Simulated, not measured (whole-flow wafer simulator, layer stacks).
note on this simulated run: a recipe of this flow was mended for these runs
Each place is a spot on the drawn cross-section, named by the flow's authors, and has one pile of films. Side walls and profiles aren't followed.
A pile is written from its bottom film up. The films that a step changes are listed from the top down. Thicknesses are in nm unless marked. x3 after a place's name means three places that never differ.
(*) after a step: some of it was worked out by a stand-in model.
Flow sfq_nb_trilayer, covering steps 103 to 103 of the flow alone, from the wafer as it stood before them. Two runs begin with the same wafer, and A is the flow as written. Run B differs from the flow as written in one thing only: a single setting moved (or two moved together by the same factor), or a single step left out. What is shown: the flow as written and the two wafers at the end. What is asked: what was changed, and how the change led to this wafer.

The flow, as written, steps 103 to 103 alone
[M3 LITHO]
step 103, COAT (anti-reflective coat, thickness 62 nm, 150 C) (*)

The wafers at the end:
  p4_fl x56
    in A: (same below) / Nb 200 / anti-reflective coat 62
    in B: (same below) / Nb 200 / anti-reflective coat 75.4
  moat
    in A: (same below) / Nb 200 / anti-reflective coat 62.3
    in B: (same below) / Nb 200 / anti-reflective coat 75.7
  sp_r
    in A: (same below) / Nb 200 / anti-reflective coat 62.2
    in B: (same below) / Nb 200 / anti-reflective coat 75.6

What caused this: step 103, COAT: thickness 75.4 nm was run, though the flow has thickness 62 nm.
One can read it off the wafer: p4_fl x56 has anti-reflective coat 75.4, and step 103 as written asks for 62 nm.

Step by step, how the change led to this:
  step 103, COAT (anti-reflective coat, thickness 62 nm, 150 C) (*)
      p4_fl x56, wl_j_sl x15, wl_d_m1, l0r_line_l x3, m0r_space_l x2: A anti-reflective coat gains 62 (new film) | B anti-reflective coat gains 75.4 (new film)
      moat, field_r, lsp_l and 6 more: A anti-reflective coat gains 62.3 (new film) | B anti-reflective coat gains 75.7 (new film)
      (as well as at 20 more places)
